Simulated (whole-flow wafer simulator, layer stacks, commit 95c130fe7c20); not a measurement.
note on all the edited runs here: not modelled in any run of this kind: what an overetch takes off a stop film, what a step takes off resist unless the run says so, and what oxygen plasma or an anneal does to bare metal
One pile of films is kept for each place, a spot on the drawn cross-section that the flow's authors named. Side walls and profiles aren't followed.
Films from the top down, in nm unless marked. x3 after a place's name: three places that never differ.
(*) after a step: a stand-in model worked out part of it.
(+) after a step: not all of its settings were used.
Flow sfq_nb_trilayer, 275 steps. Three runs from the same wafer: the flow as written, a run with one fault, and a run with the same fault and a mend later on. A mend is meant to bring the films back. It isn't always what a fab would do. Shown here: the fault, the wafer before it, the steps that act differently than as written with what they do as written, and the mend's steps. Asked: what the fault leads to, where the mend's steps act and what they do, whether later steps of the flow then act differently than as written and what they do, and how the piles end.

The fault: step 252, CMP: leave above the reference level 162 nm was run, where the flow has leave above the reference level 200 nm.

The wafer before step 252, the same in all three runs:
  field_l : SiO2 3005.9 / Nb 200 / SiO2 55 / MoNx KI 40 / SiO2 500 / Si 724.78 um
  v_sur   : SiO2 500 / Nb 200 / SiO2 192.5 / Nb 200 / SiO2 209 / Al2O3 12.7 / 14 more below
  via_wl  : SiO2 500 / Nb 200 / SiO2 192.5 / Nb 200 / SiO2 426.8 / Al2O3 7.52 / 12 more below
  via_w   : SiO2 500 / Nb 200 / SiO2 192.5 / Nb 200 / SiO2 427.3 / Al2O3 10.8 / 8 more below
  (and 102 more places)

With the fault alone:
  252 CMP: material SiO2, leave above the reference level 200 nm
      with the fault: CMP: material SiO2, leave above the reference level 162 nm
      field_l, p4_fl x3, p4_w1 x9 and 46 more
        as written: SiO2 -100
        with the fault: SiO2 -138
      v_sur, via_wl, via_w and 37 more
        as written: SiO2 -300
        with the fault: SiO2 -338
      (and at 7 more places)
  Later steps of the flow that act differently than as written (4 more steps differ only slightly, by at most 2% or 0.5 nm, whichever is larger, and aren't shown):
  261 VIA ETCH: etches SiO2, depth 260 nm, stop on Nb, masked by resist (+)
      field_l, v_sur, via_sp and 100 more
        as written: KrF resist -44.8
        with the fault: KrF resist -41.9
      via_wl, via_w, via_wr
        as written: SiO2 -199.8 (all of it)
        with the fault: SiO2 -161.8 (all of it)
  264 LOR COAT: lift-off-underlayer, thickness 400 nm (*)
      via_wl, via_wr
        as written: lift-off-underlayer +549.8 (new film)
        with the fault: lift-off-underlayer +521.3 (new film)
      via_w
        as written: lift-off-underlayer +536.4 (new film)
        with the fault: lift-off-underlayer +510.5 (new film)
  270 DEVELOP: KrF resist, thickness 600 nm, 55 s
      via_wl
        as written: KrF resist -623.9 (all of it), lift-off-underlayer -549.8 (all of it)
        with the fault: KrF resist -619.1 (all of it), lift-off-underlayer -521.3 (all of it)
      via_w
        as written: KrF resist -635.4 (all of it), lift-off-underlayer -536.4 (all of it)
        with the fault: KrF resist -628.5 (all of it), lift-off-underlayer -510.5 (all of it)
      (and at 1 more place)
  At the end the piles differ from the flow's by more than 2% or 0.5 nm, whichever is larger, at v_sur, via_sp, via_v and 83 more.
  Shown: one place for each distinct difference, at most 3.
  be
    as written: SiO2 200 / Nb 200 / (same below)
    with the fault: SiO2 162 / Nb 200 / (same below)
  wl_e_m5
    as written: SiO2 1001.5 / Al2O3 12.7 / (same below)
    with the fault: SiO2 963.5 / Al2O3 12.7 / (same below)
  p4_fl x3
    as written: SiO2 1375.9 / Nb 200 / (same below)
    with the fault: SiO2 1337.9 / Nb 200 / (same below)

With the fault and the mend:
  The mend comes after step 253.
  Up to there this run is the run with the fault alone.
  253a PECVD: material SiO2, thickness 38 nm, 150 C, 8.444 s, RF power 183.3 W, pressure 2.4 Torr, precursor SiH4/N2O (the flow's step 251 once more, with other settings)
      field_l, v_sur, via_wl and 103 more
        SiO2 +38
  No later step of the flow acts differently than as written at any place that is followed.
  At the end the piles are the same as the flow's at every place that both follow.
